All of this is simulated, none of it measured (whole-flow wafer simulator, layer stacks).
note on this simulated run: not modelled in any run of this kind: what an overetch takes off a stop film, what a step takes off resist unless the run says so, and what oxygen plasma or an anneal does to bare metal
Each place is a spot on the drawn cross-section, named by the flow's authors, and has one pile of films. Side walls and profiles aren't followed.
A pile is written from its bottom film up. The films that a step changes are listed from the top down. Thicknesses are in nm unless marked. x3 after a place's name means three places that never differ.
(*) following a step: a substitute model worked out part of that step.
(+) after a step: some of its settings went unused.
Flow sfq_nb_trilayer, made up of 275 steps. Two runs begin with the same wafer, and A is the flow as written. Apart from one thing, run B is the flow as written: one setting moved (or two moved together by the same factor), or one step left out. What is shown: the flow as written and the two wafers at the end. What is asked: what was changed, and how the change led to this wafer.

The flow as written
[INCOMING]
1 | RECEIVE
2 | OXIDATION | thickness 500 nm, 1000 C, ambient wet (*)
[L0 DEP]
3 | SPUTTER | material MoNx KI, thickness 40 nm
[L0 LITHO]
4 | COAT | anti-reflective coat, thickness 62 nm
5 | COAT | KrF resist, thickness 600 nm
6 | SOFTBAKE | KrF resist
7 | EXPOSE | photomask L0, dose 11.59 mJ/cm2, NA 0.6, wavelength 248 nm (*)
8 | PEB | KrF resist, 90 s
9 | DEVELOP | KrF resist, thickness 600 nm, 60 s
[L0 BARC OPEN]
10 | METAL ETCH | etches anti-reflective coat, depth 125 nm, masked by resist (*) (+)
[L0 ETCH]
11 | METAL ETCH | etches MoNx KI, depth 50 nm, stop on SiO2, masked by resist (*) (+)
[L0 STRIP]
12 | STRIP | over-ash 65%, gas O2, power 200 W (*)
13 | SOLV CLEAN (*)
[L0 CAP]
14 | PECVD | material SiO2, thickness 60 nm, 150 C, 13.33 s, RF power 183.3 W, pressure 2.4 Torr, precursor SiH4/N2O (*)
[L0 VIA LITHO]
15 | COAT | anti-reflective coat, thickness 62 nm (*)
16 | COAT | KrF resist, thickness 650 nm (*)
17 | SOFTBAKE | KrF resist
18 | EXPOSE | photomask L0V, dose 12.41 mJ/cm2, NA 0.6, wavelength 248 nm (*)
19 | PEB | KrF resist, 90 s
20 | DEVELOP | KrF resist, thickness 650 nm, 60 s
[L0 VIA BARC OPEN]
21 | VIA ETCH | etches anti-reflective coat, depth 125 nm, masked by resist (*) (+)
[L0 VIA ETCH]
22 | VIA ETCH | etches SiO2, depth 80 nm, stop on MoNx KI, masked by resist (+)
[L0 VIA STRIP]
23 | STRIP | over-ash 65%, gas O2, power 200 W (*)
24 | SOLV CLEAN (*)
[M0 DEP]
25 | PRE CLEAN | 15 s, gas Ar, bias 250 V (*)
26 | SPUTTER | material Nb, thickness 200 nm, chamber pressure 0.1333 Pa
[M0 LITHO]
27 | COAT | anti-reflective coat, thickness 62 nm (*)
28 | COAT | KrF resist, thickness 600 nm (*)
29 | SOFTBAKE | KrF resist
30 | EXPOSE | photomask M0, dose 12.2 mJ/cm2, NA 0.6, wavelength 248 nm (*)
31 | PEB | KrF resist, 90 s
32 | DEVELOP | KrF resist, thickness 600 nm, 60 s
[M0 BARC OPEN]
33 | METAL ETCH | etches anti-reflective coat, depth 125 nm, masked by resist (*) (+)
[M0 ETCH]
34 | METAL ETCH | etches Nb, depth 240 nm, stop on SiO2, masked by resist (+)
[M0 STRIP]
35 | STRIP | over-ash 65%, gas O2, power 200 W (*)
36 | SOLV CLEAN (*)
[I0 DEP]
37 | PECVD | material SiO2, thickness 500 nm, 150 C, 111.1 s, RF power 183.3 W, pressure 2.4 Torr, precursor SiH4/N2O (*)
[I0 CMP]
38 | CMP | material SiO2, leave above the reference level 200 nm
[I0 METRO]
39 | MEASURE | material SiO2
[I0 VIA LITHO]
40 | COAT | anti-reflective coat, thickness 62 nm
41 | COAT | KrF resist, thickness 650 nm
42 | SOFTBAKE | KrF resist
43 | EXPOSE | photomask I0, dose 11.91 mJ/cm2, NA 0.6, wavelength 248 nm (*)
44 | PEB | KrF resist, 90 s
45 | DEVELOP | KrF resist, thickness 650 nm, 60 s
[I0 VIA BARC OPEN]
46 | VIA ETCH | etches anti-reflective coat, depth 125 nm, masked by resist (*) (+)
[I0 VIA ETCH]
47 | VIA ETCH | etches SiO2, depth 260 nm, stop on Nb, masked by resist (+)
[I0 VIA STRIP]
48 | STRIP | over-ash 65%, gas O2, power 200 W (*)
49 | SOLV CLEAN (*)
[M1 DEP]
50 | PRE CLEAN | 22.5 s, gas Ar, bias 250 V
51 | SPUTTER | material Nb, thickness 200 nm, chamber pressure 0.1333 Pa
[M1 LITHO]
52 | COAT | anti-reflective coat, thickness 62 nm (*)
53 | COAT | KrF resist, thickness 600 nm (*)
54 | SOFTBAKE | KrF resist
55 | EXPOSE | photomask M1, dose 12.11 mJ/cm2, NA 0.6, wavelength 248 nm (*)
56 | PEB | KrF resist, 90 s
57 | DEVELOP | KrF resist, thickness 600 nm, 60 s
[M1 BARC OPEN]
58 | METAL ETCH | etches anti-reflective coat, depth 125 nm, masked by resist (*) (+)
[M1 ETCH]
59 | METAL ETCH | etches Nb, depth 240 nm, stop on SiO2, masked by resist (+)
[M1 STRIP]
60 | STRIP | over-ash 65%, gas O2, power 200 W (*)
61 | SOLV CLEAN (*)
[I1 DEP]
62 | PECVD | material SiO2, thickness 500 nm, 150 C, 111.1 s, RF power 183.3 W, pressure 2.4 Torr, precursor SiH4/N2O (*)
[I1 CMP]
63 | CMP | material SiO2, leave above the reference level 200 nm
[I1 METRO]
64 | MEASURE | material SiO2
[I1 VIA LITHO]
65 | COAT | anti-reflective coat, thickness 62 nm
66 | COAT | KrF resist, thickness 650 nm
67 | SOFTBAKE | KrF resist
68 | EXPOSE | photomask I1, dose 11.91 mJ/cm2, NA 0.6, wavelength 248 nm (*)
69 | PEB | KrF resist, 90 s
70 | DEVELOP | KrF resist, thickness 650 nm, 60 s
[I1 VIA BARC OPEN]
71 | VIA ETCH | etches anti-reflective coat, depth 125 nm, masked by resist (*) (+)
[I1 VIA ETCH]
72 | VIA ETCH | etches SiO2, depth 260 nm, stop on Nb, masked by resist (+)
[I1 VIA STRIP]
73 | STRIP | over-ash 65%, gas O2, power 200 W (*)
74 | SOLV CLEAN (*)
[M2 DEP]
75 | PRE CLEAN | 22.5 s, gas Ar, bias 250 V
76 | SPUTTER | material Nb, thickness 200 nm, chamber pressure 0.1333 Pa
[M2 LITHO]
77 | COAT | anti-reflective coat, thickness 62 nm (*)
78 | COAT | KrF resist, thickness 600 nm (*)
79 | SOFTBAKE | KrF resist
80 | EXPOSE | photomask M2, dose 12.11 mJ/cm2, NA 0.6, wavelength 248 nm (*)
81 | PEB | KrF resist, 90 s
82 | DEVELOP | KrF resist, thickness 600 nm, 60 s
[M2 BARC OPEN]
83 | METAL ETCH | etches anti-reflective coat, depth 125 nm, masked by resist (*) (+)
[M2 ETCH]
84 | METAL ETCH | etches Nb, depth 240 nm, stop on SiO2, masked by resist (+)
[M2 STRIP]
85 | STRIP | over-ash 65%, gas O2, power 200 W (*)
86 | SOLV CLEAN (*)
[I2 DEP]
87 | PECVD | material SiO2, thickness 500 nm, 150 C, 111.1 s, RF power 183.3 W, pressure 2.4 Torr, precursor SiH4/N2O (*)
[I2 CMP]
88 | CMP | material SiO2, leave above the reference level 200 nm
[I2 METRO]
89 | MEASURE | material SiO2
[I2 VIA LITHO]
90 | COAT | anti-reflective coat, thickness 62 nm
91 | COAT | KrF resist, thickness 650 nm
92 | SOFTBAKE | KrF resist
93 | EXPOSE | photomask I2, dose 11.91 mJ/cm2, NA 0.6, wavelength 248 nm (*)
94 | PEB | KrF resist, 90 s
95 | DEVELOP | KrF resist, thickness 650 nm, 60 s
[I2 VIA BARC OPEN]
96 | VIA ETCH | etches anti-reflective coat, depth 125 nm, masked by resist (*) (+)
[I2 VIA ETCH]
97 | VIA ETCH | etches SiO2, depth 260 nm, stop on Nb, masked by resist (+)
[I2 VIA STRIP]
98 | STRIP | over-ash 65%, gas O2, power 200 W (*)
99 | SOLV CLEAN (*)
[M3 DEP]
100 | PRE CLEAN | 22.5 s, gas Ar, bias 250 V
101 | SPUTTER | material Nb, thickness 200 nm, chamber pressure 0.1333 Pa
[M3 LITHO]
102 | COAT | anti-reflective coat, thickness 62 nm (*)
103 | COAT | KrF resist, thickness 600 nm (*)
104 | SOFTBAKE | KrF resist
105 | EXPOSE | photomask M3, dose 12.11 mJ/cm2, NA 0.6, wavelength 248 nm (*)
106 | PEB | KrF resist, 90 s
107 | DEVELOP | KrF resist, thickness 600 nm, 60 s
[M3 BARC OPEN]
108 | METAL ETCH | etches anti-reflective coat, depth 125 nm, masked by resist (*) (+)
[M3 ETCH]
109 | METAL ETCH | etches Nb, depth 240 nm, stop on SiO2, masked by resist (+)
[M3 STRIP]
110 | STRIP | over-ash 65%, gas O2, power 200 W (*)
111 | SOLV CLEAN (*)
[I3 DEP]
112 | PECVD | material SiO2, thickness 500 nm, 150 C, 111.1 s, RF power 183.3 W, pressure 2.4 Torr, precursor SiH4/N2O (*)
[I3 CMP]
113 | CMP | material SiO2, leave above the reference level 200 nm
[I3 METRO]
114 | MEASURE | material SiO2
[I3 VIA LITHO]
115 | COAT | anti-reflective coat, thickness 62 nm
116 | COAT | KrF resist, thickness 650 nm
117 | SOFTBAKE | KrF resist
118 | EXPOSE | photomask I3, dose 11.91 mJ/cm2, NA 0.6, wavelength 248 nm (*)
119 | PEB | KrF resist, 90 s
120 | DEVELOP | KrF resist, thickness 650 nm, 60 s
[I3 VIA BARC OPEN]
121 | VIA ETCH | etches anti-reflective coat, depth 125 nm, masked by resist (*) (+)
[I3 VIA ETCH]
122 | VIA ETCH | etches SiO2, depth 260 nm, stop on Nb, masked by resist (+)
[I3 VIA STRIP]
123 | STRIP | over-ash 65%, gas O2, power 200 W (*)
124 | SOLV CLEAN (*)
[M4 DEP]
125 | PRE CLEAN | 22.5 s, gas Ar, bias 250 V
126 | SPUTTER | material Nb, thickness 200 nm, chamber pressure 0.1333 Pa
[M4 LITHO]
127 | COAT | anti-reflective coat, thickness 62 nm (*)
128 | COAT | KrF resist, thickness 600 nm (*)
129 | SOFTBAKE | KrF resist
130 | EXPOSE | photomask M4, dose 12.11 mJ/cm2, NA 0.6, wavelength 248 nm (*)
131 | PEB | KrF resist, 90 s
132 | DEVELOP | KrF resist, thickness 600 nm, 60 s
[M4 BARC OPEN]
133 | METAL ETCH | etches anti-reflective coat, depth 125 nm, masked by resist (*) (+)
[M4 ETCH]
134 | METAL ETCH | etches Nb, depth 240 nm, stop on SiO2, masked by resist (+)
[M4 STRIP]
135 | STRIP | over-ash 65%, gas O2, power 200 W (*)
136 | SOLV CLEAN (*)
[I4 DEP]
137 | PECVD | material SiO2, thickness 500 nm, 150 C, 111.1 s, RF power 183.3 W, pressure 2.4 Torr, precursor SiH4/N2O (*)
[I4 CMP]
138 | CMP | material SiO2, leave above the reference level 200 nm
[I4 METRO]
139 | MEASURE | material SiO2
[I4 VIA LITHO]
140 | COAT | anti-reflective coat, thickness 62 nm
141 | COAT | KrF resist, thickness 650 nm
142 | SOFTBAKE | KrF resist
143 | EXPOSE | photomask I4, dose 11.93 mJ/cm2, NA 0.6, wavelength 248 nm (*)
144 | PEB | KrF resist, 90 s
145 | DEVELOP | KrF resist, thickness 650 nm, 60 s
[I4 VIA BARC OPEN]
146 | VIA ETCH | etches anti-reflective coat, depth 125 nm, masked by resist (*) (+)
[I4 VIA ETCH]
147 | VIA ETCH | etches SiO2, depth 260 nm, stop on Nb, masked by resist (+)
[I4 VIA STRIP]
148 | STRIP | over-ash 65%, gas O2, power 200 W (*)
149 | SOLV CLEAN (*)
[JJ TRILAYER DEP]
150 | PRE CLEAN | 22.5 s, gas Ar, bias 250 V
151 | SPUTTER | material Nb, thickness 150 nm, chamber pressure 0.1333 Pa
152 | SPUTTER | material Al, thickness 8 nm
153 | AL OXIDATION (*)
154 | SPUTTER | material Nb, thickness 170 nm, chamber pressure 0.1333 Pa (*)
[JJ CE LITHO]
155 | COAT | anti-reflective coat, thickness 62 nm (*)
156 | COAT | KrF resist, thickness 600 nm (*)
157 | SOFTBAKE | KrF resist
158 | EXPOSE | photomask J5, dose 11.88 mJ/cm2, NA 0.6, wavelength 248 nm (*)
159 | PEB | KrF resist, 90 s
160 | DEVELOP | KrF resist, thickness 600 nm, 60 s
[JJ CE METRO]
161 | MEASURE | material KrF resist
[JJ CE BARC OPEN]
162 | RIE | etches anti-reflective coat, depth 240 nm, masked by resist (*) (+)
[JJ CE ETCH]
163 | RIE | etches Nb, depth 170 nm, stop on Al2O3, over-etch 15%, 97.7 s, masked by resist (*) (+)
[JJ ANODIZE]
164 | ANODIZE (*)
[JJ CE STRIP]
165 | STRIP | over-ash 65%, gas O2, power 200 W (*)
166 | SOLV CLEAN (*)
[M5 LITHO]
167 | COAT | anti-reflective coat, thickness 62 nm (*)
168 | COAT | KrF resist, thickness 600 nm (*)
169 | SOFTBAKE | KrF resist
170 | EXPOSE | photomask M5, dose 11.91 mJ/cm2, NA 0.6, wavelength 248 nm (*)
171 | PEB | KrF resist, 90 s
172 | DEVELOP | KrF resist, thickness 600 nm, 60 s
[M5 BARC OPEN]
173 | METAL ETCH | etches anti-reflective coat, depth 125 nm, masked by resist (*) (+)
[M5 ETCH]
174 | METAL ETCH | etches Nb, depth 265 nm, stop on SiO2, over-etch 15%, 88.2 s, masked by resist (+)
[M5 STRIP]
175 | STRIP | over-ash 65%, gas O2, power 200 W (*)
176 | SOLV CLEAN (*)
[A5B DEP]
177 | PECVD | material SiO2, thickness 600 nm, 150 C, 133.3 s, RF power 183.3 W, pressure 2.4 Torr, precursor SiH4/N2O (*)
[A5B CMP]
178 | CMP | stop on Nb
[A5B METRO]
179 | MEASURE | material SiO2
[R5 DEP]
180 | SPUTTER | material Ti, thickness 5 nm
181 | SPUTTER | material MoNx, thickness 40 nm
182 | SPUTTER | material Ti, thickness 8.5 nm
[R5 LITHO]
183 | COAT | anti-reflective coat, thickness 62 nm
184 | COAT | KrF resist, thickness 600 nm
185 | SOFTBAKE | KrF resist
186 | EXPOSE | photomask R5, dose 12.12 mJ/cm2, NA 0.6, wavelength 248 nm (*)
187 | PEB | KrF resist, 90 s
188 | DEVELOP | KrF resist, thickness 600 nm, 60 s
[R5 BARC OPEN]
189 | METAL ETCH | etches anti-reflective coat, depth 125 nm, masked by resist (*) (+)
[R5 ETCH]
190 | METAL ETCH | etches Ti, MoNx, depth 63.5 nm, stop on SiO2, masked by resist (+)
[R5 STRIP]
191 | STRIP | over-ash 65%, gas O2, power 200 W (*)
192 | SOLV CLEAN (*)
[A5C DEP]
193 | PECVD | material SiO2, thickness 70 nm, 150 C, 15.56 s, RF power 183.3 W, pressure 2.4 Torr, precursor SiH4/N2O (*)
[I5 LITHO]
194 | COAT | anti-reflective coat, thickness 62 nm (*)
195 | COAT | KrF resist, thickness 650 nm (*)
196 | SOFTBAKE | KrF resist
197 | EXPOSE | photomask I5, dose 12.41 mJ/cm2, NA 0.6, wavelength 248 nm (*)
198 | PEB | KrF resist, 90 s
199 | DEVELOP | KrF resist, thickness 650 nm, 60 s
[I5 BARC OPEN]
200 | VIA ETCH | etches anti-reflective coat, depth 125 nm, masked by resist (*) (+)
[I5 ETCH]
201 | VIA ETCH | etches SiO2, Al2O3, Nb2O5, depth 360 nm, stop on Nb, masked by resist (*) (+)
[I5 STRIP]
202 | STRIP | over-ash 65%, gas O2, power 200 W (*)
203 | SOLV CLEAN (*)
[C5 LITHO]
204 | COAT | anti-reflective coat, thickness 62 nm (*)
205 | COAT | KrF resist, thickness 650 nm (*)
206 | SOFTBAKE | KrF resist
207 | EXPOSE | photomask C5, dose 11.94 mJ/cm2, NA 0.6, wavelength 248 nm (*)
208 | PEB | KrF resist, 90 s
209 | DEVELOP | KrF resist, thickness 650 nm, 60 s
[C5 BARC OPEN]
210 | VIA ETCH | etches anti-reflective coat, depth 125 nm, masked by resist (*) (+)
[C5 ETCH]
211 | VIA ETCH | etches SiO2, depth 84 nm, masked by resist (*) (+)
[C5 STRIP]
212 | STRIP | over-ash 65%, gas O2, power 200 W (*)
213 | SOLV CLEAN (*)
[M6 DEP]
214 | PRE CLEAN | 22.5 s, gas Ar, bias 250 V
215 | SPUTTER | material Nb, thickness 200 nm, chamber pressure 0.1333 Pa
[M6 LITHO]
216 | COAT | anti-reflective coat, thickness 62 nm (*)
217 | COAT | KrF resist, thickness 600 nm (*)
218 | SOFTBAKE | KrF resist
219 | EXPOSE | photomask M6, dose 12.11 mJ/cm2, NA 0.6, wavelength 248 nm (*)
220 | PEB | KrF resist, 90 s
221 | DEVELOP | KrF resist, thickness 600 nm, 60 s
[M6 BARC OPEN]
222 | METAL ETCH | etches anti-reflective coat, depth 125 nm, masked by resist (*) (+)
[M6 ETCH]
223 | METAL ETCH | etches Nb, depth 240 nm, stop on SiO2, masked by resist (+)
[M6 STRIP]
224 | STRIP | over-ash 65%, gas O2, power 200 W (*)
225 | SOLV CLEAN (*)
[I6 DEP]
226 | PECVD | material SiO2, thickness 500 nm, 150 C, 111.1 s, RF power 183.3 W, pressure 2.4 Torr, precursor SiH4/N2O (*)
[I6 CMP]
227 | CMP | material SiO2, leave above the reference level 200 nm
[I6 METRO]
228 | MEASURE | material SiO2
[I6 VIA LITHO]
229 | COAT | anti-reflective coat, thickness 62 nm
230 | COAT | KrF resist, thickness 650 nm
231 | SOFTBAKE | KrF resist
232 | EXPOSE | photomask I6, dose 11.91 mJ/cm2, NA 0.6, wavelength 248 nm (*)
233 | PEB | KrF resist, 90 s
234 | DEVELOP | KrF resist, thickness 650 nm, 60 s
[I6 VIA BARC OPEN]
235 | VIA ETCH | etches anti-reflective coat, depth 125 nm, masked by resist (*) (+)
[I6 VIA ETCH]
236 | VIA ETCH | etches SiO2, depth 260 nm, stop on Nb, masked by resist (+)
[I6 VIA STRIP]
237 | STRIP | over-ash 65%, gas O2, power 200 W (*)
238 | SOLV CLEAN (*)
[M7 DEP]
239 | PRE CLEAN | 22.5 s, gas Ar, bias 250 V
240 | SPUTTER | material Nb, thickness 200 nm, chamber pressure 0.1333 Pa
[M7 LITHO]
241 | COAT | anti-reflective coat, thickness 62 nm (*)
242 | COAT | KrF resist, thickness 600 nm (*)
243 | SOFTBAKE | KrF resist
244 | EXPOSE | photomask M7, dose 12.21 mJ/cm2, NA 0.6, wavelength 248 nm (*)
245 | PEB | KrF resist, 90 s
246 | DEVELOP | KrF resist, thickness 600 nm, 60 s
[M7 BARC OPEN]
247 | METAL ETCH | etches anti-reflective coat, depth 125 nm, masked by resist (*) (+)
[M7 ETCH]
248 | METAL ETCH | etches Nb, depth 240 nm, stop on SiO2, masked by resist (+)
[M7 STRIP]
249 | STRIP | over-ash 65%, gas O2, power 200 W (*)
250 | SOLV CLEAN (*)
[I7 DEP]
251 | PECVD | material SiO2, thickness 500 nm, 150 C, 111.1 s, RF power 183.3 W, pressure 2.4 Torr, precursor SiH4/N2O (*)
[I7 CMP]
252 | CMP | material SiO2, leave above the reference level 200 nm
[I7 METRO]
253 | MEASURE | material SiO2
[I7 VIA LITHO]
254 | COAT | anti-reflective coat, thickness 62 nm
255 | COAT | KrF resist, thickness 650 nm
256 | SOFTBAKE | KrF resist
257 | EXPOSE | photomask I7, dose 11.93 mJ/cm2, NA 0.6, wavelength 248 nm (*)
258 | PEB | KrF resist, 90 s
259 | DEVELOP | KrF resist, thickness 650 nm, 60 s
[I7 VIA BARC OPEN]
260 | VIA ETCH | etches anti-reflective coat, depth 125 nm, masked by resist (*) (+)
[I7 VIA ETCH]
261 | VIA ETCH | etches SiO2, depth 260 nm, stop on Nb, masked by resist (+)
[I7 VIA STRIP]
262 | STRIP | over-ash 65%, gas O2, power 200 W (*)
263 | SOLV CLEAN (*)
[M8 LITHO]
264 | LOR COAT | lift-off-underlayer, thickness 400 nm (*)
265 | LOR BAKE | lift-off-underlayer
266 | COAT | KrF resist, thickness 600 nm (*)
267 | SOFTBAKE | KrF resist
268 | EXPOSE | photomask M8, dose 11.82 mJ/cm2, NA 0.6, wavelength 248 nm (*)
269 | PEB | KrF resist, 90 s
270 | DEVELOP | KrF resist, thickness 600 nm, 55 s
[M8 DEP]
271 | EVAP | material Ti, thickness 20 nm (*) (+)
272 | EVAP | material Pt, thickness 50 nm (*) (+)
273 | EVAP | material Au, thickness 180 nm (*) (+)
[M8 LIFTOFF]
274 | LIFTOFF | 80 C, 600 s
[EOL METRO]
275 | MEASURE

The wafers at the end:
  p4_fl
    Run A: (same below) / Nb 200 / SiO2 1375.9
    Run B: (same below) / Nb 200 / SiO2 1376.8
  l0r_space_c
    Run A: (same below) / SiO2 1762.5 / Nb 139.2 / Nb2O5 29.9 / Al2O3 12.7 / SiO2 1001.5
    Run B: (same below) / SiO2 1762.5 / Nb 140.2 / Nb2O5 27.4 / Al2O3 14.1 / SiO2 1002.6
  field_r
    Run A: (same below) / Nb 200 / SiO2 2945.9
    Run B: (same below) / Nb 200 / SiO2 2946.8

The reason: step 152, SPUTTER: thickness 8.88 nm was run, while the flow as written has thickness 8 nm.

The path from the change to this, step by step:
  152 | SPUTTER | material Al, thickness 8 nm
      field_l, v_sur, via_sp and 100 more: A +8 Al (new film) | B +8.88 Al (new film)
      via_wl, via_wr: A +5.14 Al (new film) | B +5.7 Al (new film)
      (as well as at 1 more place)
  164 | ANODIZE (*)
      field_l, v_sur, via_sp and 96 more: A +12.2 Al2O3, +29.9 Nb2O5 (new film), -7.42 Al (all of it), -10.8 Nb | B +13.7 Al2O3, +27.4 Nb2O5 (new film), -8.3 Al (all of it), -9.84 Nb
      via_wl, via_wr: A +7.52 Al2O3 (new film), +39.2 Nb2O5 (new film), -4.56 Al (all of it), -14.1 Nb | B +8.45 Al2O3 (new film), +37.5 Nb2O5 (new film), -5.12 Al (all of it), -13.5 Nb
      (as well as at 1 more place)
  167 | COAT | anti-reflective coat, thickness 62 nm (*)
      ce_l: A +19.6 anti-reflective coat (new film) | B +18.9 anti-reflective coat (new film)
      ce_r: A +19.7 anti-reflective coat (new film) | B +18.9 anti-reflective coat (new film)
  174 | METAL ETCH | etches Nb, depth 265 nm, stop on SiO2, over-etch 15%, 88.2 s, masked by resist (+)
      field_l, r_sur, res and 50 more: A -12.6 Al2O3 (all of it), -29.9 Nb2O5 (all of it), -139.2 Nb (all of it), -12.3 SiO2 | B -14.1 Al2O3 (all of it), -27.4 Nb2O5 (all of it), -140.2 Nb (all of it), -12.3 SiO2
  175 | STRIP | over-ash 65%, gas O2, power 200 W (*)
      ce_l: A -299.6 KrF resist (all of it), -19.6 anti-reflective coat (all of it) | B -299.4 KrF resist (all of it), -18.9 anti-reflective coat (all of it)
      ce_r: A -299.9 KrF resist (all of it), -19.7 anti-reflective coat (all of it) | B -299.7 KrF resist (all of it), -18.9 anti-reflective coat (all of it)
  201 | VIA ETCH | etches SiO2, Al2O3, Nb2O5, depth 360 nm, stop on Nb, masked by resist (*) (+)
      be: A -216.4 SiO2 (all of it), -12.7 Al2O3 (all of it), -29.9 Nb2O5 (all of it) | B -217.4 SiO2 (all of it), -14.1 Al2O3 (all of it), -27.4 Nb2O5 (all of it)
